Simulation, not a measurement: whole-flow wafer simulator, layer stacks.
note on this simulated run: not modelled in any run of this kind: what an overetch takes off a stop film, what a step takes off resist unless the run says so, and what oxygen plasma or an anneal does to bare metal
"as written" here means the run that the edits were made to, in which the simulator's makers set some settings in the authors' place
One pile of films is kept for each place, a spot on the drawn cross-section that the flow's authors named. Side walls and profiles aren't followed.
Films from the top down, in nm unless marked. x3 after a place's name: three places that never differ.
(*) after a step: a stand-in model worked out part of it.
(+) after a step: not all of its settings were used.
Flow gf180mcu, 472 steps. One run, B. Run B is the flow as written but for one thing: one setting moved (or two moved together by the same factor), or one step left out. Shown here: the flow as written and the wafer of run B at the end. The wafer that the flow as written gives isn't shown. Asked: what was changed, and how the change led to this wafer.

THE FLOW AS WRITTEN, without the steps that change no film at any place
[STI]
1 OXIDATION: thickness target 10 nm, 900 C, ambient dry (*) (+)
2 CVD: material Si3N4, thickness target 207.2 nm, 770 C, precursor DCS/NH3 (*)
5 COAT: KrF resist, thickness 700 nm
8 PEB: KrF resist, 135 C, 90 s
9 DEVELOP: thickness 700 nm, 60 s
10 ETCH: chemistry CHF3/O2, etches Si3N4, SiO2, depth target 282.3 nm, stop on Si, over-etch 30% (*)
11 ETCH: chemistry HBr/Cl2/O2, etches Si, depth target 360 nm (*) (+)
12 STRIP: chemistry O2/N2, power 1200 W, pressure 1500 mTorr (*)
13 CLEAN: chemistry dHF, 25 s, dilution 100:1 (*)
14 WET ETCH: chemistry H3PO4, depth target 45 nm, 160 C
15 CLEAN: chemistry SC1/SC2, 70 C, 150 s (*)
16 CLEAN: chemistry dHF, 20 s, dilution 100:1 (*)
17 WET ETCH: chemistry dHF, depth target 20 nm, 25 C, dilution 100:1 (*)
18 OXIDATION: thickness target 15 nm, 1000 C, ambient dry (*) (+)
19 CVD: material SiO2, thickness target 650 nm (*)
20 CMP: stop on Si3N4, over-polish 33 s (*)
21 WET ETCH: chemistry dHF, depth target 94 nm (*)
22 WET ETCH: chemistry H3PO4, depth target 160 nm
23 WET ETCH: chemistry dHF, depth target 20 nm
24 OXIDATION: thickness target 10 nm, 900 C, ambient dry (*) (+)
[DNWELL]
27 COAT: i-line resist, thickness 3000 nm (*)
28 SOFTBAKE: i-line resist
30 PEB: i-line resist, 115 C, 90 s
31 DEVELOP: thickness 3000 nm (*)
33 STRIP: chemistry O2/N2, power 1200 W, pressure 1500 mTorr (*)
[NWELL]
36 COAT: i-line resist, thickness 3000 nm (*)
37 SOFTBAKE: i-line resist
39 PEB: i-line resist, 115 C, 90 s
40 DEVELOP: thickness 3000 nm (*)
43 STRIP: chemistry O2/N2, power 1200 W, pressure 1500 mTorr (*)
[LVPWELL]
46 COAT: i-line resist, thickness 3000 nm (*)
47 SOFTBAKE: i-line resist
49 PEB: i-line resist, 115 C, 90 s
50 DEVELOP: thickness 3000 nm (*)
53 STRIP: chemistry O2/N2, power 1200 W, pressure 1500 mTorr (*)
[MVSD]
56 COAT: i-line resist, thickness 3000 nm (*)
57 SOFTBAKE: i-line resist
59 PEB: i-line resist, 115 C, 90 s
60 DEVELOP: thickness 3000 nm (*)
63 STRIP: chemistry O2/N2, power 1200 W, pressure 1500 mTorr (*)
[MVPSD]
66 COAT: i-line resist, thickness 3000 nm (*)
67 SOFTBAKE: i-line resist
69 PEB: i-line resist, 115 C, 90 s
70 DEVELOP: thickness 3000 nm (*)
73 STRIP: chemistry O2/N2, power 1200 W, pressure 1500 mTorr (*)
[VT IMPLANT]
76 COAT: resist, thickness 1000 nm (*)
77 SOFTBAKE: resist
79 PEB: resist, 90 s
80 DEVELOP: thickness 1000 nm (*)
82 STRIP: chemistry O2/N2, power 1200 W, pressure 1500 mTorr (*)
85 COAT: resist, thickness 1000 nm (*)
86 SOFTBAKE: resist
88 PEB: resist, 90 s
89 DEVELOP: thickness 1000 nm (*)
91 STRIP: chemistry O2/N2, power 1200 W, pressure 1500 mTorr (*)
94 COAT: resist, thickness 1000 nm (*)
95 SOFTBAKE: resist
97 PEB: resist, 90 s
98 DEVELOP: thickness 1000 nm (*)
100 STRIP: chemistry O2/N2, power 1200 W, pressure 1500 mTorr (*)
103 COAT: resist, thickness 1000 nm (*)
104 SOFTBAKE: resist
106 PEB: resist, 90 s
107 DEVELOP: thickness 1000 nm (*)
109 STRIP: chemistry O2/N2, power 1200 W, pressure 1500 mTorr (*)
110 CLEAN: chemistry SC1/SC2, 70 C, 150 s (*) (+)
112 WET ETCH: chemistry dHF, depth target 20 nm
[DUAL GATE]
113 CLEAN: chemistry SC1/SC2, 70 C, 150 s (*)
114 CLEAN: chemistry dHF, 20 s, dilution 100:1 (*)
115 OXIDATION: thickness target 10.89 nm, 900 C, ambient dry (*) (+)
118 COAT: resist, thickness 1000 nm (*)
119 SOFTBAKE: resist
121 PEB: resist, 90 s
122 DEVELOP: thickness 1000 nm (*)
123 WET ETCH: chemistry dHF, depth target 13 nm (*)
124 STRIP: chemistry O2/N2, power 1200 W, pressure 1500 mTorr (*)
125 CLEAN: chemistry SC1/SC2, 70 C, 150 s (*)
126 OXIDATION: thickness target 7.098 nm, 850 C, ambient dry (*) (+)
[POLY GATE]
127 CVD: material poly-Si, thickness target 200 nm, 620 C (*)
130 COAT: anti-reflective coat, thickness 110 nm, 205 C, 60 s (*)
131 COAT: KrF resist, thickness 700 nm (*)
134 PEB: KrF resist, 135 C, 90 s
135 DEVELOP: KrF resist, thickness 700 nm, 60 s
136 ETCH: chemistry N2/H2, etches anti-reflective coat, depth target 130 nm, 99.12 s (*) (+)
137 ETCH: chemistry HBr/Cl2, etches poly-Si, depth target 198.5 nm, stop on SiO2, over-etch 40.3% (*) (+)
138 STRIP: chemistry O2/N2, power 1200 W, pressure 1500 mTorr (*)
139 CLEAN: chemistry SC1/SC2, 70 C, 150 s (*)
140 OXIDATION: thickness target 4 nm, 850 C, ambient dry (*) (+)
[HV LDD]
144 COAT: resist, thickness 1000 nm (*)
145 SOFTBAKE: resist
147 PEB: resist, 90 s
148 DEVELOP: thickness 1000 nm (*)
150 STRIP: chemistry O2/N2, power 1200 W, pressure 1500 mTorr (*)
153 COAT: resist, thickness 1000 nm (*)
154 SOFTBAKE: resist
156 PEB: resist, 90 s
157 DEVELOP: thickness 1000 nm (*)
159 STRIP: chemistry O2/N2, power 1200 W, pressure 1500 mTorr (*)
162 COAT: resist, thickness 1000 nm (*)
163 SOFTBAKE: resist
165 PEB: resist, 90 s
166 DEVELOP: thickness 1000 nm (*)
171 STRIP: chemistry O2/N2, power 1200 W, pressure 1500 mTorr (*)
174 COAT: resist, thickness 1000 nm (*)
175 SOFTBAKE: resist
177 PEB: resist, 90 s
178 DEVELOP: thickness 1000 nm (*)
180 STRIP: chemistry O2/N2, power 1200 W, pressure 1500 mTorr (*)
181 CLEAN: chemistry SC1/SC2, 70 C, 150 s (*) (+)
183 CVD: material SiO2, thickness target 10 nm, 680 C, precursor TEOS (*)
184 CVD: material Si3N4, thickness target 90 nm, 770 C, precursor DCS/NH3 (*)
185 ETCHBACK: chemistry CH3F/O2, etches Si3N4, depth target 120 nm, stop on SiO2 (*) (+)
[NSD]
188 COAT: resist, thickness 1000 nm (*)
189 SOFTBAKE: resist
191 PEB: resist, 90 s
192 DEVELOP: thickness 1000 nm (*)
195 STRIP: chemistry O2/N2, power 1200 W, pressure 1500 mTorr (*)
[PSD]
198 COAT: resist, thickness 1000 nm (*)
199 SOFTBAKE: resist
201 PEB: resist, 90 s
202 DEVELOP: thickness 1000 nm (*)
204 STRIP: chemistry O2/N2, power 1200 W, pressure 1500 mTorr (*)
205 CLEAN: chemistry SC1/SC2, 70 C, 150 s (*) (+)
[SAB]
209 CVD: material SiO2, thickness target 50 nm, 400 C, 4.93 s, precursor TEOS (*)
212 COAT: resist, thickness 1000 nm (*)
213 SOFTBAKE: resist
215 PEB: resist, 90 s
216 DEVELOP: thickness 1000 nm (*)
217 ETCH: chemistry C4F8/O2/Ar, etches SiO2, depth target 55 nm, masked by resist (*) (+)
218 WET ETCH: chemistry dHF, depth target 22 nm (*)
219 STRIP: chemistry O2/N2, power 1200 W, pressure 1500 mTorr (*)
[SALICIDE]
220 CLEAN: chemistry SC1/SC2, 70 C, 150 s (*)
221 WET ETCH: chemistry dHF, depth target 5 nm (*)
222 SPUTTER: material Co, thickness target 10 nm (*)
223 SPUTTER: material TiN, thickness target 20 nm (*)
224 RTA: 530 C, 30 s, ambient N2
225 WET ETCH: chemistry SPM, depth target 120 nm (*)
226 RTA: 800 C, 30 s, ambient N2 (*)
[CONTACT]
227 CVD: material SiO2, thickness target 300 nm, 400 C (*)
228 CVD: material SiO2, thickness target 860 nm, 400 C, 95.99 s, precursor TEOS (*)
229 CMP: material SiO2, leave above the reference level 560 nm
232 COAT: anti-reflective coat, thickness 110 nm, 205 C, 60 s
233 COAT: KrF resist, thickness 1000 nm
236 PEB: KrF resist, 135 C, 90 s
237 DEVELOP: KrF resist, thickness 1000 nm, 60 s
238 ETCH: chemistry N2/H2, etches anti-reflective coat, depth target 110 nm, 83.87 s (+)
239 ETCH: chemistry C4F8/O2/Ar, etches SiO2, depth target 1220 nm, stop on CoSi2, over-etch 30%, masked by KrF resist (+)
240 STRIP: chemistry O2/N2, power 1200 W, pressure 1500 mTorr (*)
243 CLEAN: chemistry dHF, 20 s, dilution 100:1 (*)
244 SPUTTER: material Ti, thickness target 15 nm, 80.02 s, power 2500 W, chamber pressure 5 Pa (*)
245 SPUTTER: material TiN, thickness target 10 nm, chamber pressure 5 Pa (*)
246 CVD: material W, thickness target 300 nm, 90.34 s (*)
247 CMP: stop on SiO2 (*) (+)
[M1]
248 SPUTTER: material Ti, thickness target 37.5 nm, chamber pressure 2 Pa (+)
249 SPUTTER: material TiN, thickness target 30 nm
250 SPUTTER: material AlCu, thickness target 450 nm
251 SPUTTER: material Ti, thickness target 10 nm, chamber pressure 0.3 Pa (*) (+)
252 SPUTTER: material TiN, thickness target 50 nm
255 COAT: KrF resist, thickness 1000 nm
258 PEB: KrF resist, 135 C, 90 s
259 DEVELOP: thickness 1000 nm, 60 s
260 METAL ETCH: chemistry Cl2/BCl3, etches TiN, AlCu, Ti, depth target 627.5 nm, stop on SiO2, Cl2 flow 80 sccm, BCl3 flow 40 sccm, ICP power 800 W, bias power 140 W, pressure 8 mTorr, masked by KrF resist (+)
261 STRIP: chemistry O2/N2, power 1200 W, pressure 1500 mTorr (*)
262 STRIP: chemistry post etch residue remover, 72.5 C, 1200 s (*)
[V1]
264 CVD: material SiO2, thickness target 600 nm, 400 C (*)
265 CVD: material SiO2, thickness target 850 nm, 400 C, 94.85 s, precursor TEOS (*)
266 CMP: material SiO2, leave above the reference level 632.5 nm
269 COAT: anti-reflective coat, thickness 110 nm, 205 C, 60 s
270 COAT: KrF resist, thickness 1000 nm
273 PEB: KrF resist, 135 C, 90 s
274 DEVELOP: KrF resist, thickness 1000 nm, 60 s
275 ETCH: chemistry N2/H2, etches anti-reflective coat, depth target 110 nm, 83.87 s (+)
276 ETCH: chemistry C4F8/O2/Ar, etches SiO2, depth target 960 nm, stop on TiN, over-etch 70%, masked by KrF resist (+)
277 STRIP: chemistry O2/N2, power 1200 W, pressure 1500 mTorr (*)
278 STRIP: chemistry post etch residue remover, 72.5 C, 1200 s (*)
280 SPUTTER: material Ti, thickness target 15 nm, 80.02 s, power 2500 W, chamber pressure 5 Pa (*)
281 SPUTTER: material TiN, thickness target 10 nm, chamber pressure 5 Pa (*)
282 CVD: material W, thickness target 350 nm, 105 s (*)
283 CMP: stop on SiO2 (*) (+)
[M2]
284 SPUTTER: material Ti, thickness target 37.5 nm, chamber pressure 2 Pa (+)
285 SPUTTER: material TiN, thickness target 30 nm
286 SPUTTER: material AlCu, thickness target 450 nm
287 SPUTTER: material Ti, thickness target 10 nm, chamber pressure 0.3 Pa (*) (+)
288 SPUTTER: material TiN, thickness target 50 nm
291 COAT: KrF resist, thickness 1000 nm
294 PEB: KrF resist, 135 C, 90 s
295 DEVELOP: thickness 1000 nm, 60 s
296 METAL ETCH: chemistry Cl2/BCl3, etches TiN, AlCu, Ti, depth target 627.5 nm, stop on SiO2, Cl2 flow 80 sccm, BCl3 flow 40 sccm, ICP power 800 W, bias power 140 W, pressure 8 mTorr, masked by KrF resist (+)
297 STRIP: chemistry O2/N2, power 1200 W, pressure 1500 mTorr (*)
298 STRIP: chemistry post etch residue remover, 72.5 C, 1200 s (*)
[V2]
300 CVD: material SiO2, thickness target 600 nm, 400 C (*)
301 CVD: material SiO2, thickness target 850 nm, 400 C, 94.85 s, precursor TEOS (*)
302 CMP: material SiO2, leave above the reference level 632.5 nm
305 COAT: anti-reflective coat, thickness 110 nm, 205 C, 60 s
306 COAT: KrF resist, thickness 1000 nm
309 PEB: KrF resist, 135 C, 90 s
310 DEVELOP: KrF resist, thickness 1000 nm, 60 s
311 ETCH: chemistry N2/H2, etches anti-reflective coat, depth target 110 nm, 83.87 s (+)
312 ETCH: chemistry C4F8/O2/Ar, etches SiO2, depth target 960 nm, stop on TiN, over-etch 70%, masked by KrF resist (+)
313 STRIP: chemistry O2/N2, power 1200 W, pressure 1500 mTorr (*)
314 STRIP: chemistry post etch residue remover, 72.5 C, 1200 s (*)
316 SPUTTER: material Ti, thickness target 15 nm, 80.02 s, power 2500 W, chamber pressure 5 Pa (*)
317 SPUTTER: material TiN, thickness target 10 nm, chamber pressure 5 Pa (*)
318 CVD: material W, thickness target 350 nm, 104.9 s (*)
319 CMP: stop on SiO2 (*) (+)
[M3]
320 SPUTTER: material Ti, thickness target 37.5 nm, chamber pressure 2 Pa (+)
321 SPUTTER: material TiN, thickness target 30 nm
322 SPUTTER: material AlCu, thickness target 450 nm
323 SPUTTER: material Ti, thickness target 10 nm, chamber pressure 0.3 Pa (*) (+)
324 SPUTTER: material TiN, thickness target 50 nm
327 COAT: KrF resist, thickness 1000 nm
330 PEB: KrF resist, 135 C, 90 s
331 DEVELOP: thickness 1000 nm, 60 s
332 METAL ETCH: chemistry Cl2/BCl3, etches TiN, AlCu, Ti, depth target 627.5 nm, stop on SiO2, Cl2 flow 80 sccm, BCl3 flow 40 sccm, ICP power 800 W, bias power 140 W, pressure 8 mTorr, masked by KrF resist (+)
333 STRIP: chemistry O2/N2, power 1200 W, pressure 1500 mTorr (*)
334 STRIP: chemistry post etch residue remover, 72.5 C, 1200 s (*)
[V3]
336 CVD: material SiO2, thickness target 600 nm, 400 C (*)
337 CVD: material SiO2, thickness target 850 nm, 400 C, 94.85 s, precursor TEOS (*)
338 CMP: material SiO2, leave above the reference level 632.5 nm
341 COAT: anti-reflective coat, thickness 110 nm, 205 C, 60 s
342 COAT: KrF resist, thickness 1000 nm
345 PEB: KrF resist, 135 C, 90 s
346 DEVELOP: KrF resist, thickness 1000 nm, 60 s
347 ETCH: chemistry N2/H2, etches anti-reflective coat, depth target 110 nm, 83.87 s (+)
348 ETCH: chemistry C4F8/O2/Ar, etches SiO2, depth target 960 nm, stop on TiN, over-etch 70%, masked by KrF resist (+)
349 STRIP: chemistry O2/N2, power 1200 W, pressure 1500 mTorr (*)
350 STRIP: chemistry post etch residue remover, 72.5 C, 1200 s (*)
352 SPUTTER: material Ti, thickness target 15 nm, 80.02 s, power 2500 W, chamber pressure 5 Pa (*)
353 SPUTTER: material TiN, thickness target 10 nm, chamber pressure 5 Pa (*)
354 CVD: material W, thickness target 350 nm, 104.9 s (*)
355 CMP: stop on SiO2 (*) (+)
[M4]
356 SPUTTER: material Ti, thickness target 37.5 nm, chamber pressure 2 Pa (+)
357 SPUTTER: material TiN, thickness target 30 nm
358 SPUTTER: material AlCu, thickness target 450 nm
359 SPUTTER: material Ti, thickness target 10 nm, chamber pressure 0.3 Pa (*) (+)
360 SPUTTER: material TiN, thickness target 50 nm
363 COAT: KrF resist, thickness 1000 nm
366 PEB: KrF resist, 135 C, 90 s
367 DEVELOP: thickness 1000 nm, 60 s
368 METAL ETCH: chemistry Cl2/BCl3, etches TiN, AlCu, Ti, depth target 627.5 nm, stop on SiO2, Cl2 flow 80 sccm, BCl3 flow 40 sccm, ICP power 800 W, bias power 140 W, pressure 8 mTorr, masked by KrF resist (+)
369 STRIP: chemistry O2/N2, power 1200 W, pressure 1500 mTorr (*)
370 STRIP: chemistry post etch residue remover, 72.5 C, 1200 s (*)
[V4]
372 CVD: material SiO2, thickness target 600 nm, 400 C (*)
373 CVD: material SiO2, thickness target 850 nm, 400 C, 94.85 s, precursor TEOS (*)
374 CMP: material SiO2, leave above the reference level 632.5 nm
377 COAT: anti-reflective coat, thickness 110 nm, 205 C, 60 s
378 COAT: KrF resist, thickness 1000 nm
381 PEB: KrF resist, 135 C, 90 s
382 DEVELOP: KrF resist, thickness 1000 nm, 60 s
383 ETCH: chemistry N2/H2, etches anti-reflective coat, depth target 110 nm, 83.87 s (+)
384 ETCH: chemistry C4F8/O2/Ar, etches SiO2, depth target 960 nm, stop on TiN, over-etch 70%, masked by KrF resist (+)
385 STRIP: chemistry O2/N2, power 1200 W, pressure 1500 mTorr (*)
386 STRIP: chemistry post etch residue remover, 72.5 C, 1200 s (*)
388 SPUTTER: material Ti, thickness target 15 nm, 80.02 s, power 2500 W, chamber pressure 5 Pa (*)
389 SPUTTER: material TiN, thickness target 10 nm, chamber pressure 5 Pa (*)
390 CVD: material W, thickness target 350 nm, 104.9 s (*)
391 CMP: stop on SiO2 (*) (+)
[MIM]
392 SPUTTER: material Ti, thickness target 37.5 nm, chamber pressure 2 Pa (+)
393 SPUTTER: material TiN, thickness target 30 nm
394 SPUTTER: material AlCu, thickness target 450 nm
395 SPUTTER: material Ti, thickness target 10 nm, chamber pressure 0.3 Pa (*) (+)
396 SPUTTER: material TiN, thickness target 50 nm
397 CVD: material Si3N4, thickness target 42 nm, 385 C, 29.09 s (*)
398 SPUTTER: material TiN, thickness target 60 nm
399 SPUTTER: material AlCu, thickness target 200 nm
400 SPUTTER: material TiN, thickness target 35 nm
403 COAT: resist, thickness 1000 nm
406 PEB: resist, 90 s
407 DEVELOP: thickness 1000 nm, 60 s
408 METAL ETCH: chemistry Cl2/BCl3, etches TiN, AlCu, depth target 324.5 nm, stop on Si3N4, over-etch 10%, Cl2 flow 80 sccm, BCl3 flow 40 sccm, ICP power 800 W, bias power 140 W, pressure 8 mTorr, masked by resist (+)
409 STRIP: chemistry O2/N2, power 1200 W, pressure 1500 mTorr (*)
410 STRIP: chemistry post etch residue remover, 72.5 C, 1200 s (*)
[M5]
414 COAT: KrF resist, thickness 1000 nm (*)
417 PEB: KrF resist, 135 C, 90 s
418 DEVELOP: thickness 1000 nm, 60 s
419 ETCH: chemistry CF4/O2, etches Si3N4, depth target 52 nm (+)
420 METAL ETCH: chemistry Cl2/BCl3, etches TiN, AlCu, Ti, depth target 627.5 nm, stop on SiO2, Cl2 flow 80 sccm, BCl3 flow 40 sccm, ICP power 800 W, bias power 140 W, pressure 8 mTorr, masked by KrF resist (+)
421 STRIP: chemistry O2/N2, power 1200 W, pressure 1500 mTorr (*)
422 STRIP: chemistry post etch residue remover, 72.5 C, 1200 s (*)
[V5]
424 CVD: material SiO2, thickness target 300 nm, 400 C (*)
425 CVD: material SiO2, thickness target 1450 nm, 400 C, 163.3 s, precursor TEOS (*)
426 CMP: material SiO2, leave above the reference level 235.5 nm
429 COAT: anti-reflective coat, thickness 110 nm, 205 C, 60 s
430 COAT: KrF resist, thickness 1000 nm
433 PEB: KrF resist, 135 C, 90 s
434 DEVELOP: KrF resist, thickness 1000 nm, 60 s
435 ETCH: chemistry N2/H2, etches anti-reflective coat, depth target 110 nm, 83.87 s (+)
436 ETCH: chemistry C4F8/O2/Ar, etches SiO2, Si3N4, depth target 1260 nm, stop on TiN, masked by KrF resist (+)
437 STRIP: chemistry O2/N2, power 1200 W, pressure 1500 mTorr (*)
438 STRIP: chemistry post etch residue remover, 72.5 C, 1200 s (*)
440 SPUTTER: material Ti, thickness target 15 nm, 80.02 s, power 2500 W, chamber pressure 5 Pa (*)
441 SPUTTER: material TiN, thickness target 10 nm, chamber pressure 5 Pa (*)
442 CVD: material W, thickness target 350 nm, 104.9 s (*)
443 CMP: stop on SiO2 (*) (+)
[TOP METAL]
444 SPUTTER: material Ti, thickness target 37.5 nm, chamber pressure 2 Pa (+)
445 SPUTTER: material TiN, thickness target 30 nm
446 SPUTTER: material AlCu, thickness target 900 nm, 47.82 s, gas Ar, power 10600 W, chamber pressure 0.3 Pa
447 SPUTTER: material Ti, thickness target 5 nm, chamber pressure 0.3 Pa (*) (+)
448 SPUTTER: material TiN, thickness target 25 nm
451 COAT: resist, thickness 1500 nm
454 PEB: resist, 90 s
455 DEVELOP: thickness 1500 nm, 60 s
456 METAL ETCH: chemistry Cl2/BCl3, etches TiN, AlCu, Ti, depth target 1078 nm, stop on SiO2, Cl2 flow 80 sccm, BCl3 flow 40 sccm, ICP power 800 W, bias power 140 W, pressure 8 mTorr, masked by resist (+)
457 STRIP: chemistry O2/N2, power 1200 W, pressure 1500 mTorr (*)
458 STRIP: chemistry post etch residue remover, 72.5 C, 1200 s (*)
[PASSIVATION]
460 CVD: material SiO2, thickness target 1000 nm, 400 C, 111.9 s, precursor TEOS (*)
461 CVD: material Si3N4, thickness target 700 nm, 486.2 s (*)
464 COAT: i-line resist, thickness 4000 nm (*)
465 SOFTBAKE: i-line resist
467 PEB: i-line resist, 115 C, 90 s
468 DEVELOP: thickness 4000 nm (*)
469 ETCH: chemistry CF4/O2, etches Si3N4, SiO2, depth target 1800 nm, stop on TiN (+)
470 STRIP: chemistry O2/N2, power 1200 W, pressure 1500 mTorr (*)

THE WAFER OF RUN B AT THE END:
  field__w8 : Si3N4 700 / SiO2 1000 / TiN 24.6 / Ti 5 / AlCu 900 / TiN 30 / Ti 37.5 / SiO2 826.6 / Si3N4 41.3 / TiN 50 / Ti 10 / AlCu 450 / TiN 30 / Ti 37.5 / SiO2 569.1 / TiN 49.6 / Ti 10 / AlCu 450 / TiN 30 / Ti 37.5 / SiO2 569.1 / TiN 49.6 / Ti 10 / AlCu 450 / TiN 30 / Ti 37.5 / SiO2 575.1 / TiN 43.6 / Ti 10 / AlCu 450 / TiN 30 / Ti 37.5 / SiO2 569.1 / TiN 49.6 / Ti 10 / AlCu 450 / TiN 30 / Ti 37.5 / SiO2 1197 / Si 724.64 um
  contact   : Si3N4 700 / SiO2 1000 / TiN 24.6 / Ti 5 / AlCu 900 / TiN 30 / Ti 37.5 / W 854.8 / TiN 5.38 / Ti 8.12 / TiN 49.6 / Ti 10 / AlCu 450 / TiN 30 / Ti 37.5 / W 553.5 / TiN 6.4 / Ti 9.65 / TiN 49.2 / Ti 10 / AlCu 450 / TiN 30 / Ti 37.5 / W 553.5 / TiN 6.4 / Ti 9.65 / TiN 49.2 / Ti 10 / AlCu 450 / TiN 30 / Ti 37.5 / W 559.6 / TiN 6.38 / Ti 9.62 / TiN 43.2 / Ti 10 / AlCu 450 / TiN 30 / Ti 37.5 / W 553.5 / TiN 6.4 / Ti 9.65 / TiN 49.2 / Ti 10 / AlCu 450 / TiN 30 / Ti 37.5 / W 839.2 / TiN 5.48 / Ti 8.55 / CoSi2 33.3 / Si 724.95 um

The cause: step 288, SPUTTER: thickness target 44 nm was run, where the flow has thickness target 50 nm.

How the change led to this, step by step:
  288 SPUTTER: material TiN, thickness target 50 nm
      field, field__w1, field__w2 and 108 more: TiN +44 (new film) (as written it would be: TiN +50 (new film))
  296 METAL ETCH: chemistry Cl2/BCl3, etches TiN, AlCu, Ti, depth target 627.5 nm, stop on SiO2, Cl2 flow 80 sccm, BCl3 flow 40 sccm, ICP power 800 W, bias power 140 W, pressure 8 mTorr, masked by KrF resist (+)
      field, field__w1, field__w2 and 103 more: TiN -44 (all of it), Ti -10 (all of it), AlCu -450 (all of it), TiN -30 (all of it), Ti -37.5 (all of it) (as written it would be: TiN -50 (all of it), Ti -10 (all of it), AlCu -450 (all of it), TiN -30 (all of it), Ti -37.5 (all of it))
